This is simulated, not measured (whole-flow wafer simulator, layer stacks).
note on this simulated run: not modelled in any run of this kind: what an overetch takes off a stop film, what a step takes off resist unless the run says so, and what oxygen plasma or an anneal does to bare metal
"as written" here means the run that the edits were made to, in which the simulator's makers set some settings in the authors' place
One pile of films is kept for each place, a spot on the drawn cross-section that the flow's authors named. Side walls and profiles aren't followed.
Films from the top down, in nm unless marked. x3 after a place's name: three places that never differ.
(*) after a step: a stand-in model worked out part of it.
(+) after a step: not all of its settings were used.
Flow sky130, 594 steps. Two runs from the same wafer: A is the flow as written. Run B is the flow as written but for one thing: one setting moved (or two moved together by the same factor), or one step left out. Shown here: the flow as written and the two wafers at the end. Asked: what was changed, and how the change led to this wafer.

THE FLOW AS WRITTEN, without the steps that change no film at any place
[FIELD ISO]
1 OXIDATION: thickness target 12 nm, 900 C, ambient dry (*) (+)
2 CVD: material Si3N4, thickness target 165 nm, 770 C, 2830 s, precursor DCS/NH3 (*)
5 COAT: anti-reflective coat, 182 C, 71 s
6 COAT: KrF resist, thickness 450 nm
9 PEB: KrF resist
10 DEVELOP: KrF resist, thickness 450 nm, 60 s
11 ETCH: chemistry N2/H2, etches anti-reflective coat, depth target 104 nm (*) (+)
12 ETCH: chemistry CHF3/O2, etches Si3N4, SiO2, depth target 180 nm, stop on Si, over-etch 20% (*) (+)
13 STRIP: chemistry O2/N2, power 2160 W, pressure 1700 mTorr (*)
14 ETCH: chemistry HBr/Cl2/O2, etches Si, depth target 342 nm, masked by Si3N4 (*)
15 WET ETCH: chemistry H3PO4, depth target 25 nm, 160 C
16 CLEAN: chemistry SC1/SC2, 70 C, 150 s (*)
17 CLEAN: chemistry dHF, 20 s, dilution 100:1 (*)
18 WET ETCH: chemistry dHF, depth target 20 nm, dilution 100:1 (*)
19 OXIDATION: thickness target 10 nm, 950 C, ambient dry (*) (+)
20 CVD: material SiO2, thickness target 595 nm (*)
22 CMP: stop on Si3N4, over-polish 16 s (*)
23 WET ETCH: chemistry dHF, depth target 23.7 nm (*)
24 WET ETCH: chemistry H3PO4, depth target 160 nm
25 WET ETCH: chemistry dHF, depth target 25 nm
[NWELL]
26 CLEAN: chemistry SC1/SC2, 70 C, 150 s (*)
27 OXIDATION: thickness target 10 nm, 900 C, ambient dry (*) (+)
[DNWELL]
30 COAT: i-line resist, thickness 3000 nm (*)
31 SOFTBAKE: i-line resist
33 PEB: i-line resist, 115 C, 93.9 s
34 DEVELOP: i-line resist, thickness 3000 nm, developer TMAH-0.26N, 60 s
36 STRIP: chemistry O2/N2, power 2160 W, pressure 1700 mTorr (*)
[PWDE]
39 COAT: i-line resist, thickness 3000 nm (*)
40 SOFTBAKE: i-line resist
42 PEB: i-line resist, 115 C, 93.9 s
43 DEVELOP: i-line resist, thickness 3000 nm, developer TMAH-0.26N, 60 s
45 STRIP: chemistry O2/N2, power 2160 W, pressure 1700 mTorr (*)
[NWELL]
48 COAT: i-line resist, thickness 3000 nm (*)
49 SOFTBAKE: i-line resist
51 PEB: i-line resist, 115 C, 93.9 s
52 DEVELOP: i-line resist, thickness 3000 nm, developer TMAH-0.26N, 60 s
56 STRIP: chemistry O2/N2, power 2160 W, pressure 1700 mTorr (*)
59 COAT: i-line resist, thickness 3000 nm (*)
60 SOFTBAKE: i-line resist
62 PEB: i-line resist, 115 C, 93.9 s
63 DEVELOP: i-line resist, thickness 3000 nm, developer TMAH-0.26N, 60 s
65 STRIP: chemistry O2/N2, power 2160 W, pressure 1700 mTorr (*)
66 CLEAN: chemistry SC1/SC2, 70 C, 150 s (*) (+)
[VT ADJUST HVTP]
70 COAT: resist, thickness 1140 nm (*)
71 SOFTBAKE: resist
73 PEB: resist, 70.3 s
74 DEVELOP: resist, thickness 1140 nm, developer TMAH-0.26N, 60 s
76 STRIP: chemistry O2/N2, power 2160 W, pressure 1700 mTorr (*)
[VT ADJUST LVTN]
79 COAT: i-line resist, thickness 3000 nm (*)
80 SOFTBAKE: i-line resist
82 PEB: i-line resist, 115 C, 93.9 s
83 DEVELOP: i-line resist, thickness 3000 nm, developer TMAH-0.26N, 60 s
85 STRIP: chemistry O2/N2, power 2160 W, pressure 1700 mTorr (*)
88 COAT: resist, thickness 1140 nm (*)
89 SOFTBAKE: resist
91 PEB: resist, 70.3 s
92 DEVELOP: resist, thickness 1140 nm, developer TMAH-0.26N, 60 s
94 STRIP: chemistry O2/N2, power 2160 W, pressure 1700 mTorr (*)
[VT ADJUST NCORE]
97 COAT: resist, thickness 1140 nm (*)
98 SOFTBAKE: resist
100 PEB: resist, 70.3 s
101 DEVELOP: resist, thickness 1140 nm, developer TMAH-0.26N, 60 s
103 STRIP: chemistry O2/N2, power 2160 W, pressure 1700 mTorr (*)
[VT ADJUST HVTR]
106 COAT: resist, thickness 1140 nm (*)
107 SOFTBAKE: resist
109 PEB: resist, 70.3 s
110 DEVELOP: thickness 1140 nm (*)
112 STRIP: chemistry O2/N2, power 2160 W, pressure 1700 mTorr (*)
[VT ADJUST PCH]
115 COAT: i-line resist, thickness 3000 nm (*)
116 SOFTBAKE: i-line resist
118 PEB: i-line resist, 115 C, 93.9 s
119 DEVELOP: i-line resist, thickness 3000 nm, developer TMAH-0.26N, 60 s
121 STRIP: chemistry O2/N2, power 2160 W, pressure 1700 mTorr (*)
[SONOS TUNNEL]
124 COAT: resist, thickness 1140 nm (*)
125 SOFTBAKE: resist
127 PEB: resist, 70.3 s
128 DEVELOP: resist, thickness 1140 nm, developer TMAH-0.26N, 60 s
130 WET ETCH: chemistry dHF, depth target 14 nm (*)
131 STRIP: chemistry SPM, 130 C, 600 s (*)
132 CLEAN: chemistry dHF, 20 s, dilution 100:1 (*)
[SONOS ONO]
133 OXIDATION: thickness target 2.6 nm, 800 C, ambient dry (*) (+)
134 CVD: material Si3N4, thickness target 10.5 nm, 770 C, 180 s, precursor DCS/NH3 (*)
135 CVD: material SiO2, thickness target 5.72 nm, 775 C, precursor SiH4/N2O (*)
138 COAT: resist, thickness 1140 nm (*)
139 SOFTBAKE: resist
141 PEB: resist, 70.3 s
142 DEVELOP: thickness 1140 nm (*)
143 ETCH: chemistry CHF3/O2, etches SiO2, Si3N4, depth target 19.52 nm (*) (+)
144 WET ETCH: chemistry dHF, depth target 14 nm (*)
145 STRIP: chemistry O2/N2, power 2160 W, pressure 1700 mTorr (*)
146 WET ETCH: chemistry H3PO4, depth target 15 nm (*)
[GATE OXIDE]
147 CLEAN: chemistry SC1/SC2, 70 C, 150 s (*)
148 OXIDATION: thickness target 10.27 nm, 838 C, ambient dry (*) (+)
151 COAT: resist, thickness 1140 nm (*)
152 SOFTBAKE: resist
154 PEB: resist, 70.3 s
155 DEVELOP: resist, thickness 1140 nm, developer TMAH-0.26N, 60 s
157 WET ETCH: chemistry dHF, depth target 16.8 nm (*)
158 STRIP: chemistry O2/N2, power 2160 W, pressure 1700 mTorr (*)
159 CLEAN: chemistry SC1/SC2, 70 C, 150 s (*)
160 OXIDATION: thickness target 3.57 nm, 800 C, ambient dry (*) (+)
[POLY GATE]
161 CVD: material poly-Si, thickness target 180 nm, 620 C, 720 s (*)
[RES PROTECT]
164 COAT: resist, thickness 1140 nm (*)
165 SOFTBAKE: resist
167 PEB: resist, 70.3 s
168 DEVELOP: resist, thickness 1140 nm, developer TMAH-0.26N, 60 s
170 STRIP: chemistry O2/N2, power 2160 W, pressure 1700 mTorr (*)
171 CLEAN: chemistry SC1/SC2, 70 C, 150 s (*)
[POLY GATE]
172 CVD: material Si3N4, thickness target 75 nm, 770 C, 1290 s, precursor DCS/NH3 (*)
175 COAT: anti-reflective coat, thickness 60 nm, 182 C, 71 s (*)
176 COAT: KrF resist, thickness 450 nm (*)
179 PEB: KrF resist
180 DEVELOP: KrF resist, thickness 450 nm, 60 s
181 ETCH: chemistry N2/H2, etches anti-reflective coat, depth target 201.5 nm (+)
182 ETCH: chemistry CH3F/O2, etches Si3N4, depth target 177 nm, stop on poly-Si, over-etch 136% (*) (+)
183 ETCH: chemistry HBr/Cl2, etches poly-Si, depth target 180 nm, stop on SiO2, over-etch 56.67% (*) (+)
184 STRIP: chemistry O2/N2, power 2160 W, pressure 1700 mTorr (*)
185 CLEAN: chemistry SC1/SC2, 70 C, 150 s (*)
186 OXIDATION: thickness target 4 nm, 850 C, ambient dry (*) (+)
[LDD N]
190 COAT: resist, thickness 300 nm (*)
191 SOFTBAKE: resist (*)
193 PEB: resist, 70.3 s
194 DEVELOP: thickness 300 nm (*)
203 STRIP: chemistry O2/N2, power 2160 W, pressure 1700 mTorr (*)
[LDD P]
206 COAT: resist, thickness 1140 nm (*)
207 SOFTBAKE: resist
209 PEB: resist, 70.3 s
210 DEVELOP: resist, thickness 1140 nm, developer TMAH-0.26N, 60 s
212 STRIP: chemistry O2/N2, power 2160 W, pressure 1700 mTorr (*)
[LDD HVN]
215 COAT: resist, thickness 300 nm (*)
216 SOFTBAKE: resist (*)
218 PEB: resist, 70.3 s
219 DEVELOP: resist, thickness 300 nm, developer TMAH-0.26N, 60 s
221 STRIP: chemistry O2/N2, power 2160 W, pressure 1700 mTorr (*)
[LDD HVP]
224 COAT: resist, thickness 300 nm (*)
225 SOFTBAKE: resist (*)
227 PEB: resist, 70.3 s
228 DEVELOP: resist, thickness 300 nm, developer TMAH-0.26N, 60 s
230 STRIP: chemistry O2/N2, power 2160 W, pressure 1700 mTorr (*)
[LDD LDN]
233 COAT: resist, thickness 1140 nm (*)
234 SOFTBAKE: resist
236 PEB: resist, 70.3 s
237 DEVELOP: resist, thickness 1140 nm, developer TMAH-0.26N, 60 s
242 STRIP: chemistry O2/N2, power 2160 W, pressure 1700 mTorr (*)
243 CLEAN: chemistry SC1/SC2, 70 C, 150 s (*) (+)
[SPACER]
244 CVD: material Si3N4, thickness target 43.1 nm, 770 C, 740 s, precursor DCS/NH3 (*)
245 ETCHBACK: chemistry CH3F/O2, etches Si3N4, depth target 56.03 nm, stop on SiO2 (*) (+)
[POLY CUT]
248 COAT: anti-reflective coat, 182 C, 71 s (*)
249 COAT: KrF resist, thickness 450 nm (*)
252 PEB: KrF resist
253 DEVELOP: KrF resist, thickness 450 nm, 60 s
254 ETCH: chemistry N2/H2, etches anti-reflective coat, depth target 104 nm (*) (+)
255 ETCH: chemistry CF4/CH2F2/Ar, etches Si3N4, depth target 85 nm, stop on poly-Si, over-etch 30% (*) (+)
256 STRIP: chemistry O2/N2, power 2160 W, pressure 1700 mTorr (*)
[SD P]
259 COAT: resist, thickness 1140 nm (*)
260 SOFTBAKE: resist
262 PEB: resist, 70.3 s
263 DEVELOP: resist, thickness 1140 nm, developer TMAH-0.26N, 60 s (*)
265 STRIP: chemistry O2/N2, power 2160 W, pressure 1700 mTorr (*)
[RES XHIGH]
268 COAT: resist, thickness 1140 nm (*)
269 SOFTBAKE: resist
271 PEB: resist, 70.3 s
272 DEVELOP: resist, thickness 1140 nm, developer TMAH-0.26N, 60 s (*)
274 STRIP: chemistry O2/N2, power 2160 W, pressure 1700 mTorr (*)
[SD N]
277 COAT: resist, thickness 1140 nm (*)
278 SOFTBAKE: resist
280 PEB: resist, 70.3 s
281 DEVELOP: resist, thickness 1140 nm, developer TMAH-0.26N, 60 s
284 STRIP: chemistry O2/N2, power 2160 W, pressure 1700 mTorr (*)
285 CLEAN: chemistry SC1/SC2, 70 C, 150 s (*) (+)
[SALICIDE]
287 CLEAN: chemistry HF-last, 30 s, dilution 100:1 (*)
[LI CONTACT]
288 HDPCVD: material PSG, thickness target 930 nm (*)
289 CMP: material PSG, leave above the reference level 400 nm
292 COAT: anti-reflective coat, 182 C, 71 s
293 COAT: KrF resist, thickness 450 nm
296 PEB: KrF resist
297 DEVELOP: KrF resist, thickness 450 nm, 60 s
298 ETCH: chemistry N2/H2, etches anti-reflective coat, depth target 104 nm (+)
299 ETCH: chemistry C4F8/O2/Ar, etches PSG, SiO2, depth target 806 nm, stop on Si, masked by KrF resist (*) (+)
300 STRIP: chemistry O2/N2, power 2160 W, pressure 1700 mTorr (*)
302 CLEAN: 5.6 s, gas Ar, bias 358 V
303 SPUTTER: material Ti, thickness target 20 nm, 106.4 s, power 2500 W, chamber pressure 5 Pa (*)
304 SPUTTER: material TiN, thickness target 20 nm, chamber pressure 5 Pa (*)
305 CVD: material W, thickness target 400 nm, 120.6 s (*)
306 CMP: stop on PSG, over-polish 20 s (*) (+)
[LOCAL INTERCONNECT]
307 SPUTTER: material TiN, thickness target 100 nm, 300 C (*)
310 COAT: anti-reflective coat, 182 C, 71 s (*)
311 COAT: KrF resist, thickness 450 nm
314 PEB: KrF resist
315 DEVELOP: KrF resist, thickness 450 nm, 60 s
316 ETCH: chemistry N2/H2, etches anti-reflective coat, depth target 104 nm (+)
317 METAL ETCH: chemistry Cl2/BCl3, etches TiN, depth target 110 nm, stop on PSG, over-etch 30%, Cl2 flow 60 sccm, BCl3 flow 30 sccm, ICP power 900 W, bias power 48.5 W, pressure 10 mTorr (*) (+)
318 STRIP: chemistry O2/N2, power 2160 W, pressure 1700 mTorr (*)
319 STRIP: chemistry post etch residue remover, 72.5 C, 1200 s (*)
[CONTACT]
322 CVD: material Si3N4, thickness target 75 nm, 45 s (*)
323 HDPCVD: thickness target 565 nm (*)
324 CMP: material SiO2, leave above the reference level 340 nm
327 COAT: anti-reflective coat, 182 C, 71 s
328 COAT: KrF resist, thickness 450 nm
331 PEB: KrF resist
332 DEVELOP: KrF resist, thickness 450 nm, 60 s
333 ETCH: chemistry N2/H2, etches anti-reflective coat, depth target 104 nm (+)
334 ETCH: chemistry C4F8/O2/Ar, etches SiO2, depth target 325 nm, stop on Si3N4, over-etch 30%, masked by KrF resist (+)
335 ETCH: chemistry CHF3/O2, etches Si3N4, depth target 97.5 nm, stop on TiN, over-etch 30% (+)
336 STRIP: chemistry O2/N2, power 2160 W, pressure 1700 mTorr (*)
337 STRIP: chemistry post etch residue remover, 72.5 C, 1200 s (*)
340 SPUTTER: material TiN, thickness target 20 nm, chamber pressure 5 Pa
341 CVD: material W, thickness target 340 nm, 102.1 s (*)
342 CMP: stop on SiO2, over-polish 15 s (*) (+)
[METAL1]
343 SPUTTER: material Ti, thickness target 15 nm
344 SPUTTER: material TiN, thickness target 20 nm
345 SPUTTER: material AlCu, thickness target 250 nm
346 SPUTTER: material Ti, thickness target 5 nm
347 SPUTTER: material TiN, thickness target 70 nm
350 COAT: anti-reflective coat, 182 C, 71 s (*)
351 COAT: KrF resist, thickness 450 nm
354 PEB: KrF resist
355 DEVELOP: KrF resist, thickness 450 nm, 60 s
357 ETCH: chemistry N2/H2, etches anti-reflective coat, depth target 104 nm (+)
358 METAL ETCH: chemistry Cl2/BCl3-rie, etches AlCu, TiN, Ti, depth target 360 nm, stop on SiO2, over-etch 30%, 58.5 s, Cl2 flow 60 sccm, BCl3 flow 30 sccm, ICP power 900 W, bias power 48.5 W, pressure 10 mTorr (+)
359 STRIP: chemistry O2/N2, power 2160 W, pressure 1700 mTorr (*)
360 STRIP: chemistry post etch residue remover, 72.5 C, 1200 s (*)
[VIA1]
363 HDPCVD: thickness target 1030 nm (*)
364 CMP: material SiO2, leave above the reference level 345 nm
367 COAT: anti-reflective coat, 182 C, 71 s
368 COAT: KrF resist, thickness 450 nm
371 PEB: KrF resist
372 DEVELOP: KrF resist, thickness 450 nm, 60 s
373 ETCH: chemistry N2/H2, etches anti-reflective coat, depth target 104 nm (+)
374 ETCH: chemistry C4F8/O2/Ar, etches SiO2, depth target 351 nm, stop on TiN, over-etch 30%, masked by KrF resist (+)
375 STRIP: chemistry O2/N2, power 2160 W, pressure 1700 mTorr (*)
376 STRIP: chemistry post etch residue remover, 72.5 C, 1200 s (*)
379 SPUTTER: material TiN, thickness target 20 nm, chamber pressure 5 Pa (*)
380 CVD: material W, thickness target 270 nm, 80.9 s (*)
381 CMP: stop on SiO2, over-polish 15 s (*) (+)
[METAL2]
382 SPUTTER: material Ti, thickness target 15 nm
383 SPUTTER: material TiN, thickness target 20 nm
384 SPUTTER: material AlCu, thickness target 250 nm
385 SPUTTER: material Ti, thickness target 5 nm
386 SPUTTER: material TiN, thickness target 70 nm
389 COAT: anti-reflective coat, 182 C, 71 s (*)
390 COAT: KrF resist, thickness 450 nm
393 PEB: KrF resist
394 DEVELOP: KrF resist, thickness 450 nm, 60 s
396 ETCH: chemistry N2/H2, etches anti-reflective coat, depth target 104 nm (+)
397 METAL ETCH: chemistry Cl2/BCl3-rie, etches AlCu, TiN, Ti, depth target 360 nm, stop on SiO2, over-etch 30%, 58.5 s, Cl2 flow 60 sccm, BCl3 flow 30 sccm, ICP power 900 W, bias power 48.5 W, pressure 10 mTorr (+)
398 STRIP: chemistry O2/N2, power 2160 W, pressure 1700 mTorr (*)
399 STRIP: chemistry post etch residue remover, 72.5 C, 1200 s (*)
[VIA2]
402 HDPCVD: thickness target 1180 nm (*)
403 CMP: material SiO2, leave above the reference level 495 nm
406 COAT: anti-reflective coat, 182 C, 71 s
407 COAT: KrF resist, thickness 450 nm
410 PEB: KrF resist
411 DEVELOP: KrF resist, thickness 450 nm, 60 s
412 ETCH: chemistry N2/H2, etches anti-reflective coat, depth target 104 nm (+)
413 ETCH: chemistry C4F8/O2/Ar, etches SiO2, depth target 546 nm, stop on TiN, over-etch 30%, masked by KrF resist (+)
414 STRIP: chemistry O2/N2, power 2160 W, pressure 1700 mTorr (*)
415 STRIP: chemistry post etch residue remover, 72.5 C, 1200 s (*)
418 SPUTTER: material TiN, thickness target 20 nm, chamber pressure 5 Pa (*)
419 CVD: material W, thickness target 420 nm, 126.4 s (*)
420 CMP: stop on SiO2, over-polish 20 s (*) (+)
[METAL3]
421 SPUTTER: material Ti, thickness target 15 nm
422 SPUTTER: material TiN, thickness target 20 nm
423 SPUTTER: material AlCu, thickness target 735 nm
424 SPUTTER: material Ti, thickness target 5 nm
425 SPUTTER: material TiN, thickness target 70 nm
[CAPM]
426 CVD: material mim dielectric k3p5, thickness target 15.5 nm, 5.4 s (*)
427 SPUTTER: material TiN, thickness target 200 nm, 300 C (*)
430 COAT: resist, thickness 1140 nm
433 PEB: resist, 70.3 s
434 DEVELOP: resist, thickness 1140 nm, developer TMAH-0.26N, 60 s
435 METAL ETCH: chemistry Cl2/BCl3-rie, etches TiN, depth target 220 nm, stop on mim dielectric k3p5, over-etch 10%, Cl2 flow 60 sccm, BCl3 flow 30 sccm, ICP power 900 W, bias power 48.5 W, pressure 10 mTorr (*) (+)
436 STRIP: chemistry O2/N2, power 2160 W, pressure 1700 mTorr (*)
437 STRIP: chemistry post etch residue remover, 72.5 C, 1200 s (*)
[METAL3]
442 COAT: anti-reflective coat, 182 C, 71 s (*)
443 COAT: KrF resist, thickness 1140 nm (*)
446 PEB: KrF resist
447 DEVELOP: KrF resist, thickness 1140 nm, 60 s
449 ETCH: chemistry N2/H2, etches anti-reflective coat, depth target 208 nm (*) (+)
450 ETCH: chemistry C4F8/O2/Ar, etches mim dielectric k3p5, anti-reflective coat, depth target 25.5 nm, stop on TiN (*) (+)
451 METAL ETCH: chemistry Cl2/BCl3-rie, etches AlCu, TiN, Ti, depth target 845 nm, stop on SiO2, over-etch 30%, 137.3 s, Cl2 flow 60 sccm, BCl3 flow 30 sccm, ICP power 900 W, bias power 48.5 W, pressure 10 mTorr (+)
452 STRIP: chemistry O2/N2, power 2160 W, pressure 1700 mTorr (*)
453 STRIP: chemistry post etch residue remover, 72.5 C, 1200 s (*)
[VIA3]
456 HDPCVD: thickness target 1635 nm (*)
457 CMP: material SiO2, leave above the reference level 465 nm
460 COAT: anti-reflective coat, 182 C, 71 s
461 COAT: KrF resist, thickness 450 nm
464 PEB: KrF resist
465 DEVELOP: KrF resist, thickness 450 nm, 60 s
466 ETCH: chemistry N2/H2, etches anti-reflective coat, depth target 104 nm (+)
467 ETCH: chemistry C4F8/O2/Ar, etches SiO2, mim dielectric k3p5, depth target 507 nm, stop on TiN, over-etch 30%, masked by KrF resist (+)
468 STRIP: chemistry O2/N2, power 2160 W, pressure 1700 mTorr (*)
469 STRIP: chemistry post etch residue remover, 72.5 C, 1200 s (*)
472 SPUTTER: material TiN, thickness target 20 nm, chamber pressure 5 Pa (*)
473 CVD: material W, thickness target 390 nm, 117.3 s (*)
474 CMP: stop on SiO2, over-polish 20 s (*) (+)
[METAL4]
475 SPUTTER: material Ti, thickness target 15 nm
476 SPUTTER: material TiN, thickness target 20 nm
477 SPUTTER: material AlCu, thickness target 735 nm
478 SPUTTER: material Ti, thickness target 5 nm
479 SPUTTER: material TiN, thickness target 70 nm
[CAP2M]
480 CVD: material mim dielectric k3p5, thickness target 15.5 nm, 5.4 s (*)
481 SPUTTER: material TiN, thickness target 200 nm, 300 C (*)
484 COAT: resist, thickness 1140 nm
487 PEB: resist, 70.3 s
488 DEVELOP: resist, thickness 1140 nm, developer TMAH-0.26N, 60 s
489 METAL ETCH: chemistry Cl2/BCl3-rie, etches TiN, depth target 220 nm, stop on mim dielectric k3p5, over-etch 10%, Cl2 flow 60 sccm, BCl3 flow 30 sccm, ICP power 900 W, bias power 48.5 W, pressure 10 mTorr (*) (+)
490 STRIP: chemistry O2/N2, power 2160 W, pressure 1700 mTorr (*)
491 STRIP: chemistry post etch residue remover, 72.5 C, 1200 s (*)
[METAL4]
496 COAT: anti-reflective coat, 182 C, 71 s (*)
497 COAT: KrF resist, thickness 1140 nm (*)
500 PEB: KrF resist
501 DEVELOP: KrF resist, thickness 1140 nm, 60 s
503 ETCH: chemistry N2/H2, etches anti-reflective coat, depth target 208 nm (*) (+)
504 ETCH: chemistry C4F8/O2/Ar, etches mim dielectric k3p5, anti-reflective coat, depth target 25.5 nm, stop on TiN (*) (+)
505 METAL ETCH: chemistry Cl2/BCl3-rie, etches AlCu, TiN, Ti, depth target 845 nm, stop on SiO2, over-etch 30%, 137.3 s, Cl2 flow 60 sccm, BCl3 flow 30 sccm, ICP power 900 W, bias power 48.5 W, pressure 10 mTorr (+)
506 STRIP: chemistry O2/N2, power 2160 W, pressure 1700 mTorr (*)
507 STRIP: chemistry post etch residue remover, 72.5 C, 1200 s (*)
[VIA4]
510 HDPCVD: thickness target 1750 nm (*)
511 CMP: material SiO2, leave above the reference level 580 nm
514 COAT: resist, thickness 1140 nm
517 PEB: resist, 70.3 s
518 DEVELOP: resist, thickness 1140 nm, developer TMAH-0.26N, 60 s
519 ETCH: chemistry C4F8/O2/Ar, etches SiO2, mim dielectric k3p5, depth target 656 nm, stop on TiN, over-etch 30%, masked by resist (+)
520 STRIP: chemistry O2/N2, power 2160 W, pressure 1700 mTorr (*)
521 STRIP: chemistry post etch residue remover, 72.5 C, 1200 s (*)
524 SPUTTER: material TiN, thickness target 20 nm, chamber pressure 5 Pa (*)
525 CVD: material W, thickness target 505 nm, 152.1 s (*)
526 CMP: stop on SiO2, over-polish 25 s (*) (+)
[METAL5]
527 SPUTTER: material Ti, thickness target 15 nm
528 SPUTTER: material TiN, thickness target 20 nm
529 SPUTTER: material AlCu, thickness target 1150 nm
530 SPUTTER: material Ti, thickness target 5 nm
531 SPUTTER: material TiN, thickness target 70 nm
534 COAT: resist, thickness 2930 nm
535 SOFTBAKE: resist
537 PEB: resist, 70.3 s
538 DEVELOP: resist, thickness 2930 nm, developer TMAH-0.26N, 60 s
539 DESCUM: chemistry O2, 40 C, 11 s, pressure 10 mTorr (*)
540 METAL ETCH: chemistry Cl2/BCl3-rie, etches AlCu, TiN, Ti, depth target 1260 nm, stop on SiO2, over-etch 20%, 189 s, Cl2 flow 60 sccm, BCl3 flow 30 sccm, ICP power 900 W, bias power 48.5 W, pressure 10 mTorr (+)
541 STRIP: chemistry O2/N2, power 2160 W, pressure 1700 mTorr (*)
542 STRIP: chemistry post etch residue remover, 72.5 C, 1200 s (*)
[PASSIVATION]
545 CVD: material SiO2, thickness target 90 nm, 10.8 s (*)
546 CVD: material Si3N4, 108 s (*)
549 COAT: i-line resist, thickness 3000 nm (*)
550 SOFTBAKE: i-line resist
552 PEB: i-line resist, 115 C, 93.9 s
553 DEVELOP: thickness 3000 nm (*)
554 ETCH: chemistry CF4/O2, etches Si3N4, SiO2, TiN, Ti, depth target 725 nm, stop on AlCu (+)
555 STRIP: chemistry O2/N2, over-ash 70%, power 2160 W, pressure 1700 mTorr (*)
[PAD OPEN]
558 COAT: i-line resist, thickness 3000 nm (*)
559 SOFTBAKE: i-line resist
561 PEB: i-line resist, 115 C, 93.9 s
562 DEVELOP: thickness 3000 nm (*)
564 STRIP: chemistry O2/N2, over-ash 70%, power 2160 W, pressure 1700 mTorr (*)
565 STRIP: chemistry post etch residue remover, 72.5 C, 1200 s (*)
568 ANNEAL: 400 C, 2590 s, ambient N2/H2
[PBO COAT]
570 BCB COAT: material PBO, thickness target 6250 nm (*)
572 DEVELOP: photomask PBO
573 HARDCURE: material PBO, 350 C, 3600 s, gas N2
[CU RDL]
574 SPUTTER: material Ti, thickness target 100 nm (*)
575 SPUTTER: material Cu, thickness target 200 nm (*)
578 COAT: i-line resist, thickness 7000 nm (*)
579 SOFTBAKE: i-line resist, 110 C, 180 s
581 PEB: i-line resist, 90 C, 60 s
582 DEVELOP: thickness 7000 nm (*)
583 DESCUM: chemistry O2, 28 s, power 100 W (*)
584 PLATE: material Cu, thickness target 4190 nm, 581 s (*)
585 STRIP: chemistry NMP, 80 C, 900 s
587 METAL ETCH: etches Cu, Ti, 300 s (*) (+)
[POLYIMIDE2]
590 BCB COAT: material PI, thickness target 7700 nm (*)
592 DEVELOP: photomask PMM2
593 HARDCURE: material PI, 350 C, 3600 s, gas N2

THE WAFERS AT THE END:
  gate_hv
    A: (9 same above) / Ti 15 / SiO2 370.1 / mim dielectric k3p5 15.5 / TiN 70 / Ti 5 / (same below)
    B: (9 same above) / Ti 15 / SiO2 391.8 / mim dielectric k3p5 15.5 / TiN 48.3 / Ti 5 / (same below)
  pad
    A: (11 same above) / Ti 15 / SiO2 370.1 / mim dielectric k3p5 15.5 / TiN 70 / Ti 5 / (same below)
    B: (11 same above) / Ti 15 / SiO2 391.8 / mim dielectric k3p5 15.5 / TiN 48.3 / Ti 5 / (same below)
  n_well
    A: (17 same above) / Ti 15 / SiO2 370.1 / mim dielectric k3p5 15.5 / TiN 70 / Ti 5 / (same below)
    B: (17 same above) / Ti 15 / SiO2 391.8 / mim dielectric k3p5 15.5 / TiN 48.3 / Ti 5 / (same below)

The cause: step 425, SPUTTER: thickness target 48.3 nm was run, where the flow has thickness target 70 nm.
It can be read off the wafer: gate_hv has TiN 48.3, and step 425 as written asks for 70 nm.

How the change led to this, step by step:
  425 SPUTTER: material TiN, thickness target 70 nm
      field, active, n_well and 188 more: A TiN +70 (new film) | B TiN +48.3 (new film)
  451 METAL ETCH: chemistry Cl2/BCl3-rie, etches AlCu, TiN, Ti, depth target 845 nm, stop on SiO2, over-etch 30%, 137.3 s, Cl2 flow 60 sccm, BCl3 flow 30 sccm, ICP power 900 W, bias power 48.5 W, pressure 10 mTorr (+)
      field, gate, spacer and 68 more: A TiN -70 (all of it), Ti -5 (all of it), AlCu -735 (all of it), TiN -20 (all of it), Ti -15 (all of it), SiO2 -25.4 | B TiN -48.3 (all of it), Ti -5 (all of it), AlCu -735 (all of it), TiN -20 (all of it), Ti -15 (all of it), SiO2 -27.5
      active, vpp_ln, vpp_iso2 and 11 more: A TiN -70 (all of it), Ti -5 (all of it), AlCu -735 (all of it), TiN -20 (all of it), Ti -15 (all of it), SiO2 -25.3 | B TiN -48.3 (all of it), Ti -5 (all of it), AlCu -735 (all of it), TiN -20 (all of it), Ti -15 (all of it), SiO2 -27.5
  467 ETCH: chemistry C4F8/O2/Ar, etches SiO2, mim dielectric k3p5, depth target 507 nm, stop on TiN, over-etch 30%, masked by KrF resist (+)
      m1: A SiO2 -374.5 (all of it), mim dielectric k3p5 -15.5 (all of it) | B SiO2 -396.2 (all of it), mim dielectric k3p5 -15.5 (all of it)
      via3_hole: A SiO2 -373.9 (all of it), mim dielectric k3p5 -15.5 (all of it) | B SiO2 -395.6 (all of it), mim dielectric k3p5 -15.5 (all of it)
  473 CVD: material W, thickness target 390 nm, 117.3 s (*)
      m1: A W +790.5 (new film) | B W +812.5 (new film)
      via3_hole: A W +789.9 (new film) | B W +811.8 (new film)
